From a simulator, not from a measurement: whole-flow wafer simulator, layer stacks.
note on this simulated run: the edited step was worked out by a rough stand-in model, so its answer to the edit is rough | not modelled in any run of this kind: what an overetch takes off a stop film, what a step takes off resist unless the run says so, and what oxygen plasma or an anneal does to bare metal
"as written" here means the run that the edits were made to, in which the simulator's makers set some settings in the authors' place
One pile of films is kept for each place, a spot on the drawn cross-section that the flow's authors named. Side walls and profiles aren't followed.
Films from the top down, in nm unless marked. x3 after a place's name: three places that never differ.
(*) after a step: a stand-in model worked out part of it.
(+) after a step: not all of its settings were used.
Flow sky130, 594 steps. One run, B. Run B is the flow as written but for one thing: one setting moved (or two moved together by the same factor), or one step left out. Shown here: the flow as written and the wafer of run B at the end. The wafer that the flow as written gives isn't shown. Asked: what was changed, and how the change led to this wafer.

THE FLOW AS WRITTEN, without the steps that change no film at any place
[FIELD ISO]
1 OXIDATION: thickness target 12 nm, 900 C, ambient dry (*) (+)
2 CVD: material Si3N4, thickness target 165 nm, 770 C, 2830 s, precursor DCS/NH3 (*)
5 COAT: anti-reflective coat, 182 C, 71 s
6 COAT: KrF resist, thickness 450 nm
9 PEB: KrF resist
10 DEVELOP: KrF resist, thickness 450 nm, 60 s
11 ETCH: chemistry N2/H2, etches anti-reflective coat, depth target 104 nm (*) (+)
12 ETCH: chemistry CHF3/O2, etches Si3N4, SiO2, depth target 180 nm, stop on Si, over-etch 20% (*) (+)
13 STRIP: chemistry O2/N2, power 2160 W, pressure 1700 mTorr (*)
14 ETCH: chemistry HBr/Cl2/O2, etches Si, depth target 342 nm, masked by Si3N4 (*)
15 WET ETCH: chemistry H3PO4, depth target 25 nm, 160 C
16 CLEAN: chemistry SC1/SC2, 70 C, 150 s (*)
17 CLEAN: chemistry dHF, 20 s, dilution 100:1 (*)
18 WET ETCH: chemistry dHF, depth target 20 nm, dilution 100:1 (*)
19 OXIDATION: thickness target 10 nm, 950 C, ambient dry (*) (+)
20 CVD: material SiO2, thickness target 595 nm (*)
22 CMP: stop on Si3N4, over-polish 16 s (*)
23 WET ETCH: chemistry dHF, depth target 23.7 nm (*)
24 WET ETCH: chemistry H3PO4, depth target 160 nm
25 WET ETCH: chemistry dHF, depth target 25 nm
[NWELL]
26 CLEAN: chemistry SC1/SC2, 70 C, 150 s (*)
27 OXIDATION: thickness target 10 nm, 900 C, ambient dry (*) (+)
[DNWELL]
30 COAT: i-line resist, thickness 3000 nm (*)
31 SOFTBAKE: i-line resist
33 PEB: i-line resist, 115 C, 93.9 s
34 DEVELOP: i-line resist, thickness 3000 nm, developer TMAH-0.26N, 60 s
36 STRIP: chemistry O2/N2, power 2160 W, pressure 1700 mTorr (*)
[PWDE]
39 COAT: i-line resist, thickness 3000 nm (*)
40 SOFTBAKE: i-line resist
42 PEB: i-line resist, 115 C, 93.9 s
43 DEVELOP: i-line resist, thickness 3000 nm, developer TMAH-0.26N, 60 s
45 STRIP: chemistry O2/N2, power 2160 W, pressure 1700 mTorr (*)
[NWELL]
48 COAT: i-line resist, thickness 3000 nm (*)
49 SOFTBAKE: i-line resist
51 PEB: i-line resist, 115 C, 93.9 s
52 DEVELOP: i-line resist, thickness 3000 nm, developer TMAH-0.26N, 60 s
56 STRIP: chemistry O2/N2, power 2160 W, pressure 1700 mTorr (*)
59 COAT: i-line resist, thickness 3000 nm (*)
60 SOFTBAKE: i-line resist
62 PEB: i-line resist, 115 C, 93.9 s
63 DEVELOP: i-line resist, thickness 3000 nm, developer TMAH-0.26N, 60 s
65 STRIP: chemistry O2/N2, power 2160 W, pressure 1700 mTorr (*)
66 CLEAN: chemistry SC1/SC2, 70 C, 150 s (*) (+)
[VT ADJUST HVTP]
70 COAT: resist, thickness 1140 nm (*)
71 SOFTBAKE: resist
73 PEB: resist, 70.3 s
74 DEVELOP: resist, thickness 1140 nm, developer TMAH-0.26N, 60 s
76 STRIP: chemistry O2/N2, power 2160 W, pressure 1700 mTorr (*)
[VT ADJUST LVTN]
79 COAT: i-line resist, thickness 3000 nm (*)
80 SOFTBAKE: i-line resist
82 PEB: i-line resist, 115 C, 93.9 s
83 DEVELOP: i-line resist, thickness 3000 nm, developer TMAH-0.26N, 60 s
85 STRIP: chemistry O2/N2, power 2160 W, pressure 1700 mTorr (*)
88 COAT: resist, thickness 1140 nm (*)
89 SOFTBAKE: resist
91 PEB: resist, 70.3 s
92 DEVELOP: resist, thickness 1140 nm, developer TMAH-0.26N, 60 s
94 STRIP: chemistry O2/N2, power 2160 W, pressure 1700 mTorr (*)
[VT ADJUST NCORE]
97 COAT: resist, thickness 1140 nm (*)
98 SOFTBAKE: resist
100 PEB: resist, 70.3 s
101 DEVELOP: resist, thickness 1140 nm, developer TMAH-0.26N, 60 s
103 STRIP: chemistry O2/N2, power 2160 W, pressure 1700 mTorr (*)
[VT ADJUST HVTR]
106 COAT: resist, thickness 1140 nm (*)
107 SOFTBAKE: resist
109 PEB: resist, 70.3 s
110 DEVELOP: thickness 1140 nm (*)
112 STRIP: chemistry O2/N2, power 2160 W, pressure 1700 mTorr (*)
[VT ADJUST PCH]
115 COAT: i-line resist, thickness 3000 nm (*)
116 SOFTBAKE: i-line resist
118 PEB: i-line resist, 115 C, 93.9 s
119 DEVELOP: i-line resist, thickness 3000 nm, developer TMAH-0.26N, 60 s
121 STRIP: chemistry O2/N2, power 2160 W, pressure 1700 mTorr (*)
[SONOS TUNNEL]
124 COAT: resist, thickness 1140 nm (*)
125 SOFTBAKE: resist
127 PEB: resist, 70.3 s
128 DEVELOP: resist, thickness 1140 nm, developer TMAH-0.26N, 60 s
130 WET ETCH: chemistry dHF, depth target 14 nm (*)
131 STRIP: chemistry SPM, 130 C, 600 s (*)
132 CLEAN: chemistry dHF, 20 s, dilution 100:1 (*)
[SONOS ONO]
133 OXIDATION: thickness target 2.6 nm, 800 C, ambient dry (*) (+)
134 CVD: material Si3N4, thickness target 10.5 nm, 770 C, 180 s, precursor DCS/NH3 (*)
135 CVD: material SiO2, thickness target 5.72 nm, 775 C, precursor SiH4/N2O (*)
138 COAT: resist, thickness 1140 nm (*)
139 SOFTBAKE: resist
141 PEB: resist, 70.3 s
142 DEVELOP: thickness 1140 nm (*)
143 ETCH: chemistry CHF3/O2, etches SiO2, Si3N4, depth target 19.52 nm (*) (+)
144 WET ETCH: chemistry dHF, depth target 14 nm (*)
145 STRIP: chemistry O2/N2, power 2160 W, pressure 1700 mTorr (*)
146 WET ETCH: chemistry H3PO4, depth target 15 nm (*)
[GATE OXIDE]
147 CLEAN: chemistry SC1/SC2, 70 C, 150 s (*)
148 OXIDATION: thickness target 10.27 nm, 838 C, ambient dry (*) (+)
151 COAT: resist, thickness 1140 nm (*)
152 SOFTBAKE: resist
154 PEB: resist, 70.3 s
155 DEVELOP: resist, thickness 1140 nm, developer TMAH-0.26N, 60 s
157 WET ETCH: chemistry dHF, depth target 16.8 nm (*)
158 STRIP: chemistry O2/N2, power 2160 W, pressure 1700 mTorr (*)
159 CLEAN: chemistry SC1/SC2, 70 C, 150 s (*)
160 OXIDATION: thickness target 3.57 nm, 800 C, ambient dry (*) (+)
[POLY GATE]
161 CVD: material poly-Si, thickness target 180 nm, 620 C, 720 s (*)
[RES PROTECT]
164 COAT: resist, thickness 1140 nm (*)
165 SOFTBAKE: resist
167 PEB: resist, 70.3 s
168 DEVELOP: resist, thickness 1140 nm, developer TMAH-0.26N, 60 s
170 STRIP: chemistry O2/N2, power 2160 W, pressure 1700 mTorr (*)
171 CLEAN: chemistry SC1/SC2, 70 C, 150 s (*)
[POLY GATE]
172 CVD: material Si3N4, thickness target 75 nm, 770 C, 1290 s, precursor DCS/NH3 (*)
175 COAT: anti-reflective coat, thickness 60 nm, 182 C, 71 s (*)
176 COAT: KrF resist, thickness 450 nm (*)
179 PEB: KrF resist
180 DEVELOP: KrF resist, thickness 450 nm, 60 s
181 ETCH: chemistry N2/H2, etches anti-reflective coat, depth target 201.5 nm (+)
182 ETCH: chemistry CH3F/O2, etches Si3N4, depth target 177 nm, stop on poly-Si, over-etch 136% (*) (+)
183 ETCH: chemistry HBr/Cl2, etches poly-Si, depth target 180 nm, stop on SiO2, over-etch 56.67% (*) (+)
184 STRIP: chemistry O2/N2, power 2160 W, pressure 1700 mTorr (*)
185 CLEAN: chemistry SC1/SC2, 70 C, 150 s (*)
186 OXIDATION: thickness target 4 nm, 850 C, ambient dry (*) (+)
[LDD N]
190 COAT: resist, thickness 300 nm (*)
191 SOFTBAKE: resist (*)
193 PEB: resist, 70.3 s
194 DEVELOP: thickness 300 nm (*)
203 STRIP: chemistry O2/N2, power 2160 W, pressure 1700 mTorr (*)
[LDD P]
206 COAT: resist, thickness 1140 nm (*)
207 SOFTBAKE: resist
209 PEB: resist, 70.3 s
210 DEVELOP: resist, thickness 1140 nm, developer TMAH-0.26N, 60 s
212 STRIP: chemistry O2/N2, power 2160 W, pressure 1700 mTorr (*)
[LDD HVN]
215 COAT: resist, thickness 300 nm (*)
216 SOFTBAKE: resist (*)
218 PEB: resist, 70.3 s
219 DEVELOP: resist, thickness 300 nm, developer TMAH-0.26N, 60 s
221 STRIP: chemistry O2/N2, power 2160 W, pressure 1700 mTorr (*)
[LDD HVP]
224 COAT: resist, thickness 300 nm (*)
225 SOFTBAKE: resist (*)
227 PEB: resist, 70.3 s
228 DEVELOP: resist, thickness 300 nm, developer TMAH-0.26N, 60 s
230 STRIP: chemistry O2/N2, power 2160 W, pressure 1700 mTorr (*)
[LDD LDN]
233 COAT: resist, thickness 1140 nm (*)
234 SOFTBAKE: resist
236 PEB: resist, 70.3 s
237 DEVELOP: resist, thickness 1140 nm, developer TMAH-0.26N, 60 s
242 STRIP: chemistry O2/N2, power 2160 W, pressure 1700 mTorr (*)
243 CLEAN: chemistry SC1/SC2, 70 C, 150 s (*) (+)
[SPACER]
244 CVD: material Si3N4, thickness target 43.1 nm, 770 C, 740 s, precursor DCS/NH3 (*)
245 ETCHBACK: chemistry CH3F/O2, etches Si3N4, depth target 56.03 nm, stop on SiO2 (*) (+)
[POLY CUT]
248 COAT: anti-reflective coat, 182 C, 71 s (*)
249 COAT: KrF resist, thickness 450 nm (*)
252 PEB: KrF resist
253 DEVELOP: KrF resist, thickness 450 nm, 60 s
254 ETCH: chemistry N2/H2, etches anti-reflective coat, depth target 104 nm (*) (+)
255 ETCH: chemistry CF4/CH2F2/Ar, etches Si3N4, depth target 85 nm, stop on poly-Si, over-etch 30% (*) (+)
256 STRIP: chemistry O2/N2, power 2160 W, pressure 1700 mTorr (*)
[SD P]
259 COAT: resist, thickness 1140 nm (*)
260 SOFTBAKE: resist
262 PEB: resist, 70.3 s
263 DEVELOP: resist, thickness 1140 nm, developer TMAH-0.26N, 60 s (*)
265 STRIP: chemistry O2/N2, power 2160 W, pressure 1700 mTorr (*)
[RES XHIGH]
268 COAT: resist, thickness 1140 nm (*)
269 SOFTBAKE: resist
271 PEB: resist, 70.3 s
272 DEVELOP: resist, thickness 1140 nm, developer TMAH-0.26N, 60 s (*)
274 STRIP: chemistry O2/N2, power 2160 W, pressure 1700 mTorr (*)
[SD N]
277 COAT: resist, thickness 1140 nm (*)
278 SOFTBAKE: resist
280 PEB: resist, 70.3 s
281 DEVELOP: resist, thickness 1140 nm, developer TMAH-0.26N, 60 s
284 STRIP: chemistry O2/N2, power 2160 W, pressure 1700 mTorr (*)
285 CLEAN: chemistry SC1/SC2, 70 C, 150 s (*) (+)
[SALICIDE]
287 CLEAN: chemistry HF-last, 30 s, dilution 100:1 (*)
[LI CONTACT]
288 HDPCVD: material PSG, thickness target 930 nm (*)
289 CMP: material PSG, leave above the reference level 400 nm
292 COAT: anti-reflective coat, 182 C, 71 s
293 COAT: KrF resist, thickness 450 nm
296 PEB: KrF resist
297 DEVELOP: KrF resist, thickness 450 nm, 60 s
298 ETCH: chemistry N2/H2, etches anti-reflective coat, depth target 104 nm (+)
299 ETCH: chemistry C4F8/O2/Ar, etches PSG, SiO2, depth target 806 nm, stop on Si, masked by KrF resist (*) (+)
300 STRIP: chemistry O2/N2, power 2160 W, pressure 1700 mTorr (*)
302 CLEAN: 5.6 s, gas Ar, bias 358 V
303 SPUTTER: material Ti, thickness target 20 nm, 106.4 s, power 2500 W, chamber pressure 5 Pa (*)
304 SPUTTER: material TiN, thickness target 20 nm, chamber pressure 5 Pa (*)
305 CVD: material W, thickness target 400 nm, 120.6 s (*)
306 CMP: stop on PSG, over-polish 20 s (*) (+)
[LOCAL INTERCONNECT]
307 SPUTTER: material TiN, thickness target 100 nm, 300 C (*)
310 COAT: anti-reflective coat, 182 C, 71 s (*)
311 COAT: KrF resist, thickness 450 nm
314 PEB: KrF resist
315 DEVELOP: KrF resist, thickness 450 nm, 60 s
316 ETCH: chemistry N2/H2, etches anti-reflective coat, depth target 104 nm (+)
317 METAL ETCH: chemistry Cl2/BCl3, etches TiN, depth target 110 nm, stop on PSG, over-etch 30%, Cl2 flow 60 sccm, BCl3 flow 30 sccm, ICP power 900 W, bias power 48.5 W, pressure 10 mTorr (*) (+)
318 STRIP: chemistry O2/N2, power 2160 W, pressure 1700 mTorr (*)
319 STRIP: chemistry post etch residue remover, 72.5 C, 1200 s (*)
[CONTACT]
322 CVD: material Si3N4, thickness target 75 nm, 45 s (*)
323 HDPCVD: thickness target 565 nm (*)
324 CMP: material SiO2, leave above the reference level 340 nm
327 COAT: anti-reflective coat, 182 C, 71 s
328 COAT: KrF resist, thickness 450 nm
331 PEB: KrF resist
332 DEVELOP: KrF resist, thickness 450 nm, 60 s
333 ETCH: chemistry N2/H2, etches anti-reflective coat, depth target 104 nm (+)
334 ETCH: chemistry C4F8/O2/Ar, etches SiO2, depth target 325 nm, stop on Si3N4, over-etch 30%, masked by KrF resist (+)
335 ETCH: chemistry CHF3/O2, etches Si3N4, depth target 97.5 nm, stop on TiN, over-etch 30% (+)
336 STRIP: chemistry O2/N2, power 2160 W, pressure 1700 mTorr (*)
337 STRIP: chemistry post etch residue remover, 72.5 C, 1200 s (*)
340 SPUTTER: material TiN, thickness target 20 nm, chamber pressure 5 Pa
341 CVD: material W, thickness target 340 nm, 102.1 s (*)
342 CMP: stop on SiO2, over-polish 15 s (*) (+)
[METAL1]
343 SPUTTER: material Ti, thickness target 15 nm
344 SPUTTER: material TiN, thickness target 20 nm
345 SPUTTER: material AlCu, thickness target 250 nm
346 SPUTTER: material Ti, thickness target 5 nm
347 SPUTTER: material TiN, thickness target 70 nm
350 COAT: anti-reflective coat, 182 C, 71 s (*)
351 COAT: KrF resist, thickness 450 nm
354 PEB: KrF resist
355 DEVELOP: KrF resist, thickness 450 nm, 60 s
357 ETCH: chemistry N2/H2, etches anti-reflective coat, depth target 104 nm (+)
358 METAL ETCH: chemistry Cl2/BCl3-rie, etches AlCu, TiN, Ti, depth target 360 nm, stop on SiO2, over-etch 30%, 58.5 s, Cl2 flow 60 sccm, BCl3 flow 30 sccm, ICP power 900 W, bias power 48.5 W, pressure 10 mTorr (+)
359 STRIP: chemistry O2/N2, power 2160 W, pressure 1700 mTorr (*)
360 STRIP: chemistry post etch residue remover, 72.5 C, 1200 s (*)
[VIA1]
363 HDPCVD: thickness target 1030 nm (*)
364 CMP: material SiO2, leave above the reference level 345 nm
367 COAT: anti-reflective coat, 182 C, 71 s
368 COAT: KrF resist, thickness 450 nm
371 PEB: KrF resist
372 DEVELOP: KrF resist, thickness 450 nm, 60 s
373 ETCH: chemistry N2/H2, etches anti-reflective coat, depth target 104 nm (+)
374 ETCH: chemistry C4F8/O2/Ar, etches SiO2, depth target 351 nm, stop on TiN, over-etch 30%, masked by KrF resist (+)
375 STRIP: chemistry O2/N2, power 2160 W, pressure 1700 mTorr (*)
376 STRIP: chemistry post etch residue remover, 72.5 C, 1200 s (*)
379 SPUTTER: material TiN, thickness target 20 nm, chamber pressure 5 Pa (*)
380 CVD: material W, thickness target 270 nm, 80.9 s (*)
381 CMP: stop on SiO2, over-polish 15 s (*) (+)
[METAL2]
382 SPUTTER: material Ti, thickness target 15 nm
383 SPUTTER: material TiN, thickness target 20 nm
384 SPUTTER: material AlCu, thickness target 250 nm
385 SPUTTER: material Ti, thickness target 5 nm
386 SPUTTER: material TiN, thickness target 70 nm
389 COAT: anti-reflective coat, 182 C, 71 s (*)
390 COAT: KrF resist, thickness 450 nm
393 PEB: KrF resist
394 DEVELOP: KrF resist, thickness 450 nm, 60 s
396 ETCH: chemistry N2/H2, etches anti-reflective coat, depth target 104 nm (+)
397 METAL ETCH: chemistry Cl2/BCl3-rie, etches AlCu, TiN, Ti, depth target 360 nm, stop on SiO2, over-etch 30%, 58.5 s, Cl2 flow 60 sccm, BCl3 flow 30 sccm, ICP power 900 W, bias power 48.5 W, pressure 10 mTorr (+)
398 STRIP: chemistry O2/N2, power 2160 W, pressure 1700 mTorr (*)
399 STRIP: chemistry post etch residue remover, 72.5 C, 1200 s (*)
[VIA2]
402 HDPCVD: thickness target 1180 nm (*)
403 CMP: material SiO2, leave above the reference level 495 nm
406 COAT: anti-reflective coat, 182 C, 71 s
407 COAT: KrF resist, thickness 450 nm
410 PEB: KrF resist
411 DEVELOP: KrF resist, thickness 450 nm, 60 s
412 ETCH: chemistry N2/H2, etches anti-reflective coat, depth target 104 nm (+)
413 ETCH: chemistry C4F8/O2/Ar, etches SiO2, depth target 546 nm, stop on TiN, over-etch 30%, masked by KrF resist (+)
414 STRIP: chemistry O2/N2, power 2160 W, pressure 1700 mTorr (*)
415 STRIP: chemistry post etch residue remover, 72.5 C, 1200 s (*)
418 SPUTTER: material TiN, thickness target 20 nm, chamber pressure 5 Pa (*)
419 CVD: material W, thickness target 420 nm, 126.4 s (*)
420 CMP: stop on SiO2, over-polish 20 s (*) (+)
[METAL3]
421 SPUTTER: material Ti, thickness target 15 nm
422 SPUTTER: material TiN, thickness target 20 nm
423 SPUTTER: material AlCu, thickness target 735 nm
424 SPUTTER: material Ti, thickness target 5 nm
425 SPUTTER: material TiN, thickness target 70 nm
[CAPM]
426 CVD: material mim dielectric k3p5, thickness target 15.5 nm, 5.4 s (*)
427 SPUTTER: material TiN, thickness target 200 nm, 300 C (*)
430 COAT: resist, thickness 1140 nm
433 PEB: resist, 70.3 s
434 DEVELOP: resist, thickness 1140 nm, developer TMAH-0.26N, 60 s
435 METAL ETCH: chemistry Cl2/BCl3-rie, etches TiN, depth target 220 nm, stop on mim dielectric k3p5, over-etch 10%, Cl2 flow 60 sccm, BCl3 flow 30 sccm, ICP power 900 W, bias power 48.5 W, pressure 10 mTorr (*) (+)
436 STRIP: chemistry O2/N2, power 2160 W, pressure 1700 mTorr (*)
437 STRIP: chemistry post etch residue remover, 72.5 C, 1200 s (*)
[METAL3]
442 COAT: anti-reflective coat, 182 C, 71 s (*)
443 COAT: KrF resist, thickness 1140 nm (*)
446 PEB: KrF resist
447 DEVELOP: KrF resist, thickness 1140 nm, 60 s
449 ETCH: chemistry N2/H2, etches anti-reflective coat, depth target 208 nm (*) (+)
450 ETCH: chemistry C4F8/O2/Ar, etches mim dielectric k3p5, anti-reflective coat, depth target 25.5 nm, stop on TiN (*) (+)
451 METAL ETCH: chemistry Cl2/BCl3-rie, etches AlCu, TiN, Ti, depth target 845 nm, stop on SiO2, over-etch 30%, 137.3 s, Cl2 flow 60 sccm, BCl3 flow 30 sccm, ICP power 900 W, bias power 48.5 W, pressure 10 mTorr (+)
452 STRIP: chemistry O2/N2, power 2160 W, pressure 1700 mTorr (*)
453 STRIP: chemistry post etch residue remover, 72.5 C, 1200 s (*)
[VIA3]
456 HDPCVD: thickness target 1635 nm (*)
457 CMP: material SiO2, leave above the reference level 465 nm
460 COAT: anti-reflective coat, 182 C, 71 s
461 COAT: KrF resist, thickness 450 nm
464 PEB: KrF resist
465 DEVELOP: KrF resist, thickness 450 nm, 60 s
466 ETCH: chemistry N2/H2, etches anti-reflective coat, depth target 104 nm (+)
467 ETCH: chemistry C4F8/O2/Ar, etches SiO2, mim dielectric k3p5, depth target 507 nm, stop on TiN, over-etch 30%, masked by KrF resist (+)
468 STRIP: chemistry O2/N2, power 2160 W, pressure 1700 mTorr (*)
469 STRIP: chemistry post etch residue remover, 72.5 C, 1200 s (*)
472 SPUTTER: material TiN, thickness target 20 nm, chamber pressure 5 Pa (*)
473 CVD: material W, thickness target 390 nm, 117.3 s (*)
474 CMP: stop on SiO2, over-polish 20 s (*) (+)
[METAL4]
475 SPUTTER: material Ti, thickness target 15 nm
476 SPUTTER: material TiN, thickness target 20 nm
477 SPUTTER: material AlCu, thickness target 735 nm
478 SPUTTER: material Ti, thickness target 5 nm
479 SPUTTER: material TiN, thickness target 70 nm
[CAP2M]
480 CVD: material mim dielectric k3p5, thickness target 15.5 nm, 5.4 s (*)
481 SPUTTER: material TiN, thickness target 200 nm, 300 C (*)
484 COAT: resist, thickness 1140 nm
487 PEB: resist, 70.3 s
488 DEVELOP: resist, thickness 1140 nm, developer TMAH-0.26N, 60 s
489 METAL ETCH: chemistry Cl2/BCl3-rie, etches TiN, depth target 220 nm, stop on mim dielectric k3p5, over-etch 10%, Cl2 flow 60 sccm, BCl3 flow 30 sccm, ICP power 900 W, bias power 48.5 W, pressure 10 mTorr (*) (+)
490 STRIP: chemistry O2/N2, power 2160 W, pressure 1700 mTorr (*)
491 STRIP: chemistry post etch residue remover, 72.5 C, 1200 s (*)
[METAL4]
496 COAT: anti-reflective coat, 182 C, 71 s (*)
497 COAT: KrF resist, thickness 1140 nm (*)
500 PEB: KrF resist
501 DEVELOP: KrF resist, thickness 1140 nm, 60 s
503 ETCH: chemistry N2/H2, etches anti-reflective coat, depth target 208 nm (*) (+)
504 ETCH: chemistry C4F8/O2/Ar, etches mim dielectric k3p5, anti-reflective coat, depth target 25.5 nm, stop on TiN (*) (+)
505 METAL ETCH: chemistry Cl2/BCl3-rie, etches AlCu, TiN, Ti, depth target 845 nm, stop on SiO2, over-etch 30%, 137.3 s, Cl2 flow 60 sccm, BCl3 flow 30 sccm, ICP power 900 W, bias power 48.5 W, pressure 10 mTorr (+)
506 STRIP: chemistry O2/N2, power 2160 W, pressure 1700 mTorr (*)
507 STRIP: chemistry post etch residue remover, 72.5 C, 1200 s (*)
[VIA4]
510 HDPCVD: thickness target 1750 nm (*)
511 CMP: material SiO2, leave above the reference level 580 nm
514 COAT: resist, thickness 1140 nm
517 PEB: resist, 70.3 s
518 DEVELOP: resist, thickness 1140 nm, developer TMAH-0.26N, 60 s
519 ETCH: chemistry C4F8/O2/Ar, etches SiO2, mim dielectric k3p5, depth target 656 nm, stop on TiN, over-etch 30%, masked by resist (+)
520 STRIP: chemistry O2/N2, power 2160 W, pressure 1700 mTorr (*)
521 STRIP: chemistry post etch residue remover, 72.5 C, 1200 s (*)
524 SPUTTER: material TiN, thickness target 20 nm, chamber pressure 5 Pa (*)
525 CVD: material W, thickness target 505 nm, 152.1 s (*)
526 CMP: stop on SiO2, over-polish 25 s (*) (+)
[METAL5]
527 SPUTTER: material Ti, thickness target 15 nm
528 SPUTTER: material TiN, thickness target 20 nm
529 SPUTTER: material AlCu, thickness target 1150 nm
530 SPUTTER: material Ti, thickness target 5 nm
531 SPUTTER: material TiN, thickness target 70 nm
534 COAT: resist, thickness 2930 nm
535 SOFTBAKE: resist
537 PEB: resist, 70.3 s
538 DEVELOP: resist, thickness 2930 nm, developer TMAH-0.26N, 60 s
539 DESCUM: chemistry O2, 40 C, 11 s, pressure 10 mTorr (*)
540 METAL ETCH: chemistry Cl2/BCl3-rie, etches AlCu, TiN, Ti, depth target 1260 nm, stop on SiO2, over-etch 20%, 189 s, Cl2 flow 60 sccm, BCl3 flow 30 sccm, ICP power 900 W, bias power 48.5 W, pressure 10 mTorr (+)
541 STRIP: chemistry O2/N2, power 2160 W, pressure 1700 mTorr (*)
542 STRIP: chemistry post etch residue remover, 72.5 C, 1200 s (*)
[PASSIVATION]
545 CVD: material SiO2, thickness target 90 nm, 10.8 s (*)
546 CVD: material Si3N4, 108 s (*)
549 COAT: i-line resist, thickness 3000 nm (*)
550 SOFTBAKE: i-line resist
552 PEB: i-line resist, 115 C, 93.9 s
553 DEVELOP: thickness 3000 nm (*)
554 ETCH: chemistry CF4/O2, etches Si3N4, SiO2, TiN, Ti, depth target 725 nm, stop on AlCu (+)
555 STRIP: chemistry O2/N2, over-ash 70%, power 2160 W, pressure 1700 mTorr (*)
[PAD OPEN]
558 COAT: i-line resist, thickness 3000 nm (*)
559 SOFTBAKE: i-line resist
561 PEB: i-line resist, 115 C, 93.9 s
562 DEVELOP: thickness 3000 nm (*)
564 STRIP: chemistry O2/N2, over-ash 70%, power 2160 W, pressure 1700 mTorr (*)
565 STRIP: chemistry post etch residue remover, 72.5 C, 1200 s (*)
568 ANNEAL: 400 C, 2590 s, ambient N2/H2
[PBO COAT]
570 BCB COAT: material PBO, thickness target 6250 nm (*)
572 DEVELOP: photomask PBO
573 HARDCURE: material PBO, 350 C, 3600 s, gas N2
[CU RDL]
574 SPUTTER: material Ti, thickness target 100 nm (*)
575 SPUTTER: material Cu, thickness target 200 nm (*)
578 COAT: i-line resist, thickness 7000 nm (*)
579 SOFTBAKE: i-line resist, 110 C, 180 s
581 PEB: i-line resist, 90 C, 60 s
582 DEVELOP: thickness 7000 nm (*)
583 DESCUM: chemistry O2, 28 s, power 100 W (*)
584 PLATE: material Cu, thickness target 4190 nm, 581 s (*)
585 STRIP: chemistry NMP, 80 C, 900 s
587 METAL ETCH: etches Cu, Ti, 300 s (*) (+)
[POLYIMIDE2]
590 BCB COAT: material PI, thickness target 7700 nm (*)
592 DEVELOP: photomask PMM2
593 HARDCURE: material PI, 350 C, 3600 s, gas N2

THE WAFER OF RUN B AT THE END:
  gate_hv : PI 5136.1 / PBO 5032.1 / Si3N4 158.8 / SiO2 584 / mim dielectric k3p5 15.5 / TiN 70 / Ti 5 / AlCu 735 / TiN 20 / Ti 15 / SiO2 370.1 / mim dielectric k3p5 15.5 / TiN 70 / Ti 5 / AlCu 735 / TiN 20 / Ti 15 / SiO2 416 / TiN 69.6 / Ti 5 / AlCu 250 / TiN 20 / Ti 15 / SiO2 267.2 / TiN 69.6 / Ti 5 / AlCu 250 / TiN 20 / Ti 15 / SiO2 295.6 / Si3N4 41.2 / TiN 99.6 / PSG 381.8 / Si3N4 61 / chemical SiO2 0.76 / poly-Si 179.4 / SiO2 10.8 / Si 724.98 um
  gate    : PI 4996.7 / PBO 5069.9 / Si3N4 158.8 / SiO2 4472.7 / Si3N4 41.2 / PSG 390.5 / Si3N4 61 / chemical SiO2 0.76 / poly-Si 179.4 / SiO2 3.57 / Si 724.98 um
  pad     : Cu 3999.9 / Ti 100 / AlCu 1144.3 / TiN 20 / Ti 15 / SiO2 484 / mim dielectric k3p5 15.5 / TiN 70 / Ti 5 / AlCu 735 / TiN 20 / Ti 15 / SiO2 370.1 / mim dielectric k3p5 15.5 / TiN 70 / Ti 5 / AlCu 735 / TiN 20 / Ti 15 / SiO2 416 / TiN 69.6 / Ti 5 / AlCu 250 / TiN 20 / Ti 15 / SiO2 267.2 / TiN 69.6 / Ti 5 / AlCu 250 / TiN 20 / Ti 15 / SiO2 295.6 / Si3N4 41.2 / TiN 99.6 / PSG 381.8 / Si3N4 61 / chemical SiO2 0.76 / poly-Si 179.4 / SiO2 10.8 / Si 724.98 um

The cause: step 322, CVD: thickness target 41.2 nm was run, where the flow has thickness target 75 nm; step 322, CVD: 24.8 s was run, where the flow has 45 s.
It can be read off the wafer: gate_hv has Si3N4 41.2, and step 322 as written asks for 75 nm.

How the change led to this, step by step:
  322 CVD: material Si3N4, thickness target 75 nm, 45 s (*)
      field, active, n_well and 188 more: Si3N4 +41.2 (new film) (as written it would be: Si3N4 +75 (new film))
  324 CMP: material SiO2, leave above the reference level 340 nm
      n_well, p_well, gate_hv and 93 more: SiO2 -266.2 (as written it would be: SiO2 -300)
      field, active, gate and 88 more: SiO2 -166.6 (as written it would be: SiO2 -200.4)
      (and at 4 more places)
  334 ETCH: chemistry C4F8/O2/Ar, etches SiO2, depth target 325 nm, stop on Si3N4, over-etch 30%, masked by KrF resist (+)
      poly_licon, ndiff_licon, ndiff_licon_cpp, rpo_hd_licon: SiO2 -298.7 (all of it) (as written it would be: SiO2 -264.9 (all of it))
  335 ETCH: chemistry CHF3/O2, etches Si3N4, depth target 97.5 nm, stop on TiN, over-etch 30% (+)
      field, active, n_well and 184 more: KrF resist -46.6 (as written it would be: KrF resist -84.8)
      poly_licon, ndiff_licon, ndiff_licon_cpp, rpo_hd_licon: Si3N4 -41.2 (all of it) (as written it would be: Si3N4 -75 (all of it))
  336 STRIP: chemistry O2/N2, power 2160 W, pressure 1700 mTorr (*)
      field, active, n_well and 184 more: KrF resist -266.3 (all of it), anti-reflective coat -80 (all of it) (as written it would be: KrF resist -228 (all of it), anti-reflective coat -80 (all of it))
